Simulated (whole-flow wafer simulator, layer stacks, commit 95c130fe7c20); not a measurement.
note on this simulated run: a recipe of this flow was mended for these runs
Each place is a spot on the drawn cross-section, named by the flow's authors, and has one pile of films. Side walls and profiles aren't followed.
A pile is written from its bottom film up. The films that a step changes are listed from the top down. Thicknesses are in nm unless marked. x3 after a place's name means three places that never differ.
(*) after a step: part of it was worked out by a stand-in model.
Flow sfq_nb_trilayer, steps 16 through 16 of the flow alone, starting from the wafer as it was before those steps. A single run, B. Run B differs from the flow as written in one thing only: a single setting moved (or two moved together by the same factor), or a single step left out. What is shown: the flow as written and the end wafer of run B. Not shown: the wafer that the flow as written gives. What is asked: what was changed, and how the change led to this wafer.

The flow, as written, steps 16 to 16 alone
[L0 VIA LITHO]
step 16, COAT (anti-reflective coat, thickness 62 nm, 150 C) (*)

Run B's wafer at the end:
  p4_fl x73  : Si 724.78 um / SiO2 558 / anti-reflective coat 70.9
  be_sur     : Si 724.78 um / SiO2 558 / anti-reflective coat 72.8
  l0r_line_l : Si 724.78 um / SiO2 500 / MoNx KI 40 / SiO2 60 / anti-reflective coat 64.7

The reason: step 16, COAT: thickness 70.9 nm was run, though the flow has thickness 62 nm.
One can read it off the wafer: p4_fl x73 has anti-reflective coat 70.9, and step 16 as written asks for 62 nm.

Step by step, how the change led to this:
  step 16, COAT (anti-reflective coat, thickness 62 nm, 150 C) (*)
      p4_fl x73: anti-reflective coat gains 70.9 (new film) (as written it would have been: anti-reflective coat gains 62 (new film))
      be_sur, gap, jj_sur and 8 more: anti-reflective coat gains 72.8 (new film) (as written it would have been: anti-reflective coat gains 63.8 (new film))
      (also at 22 further places)
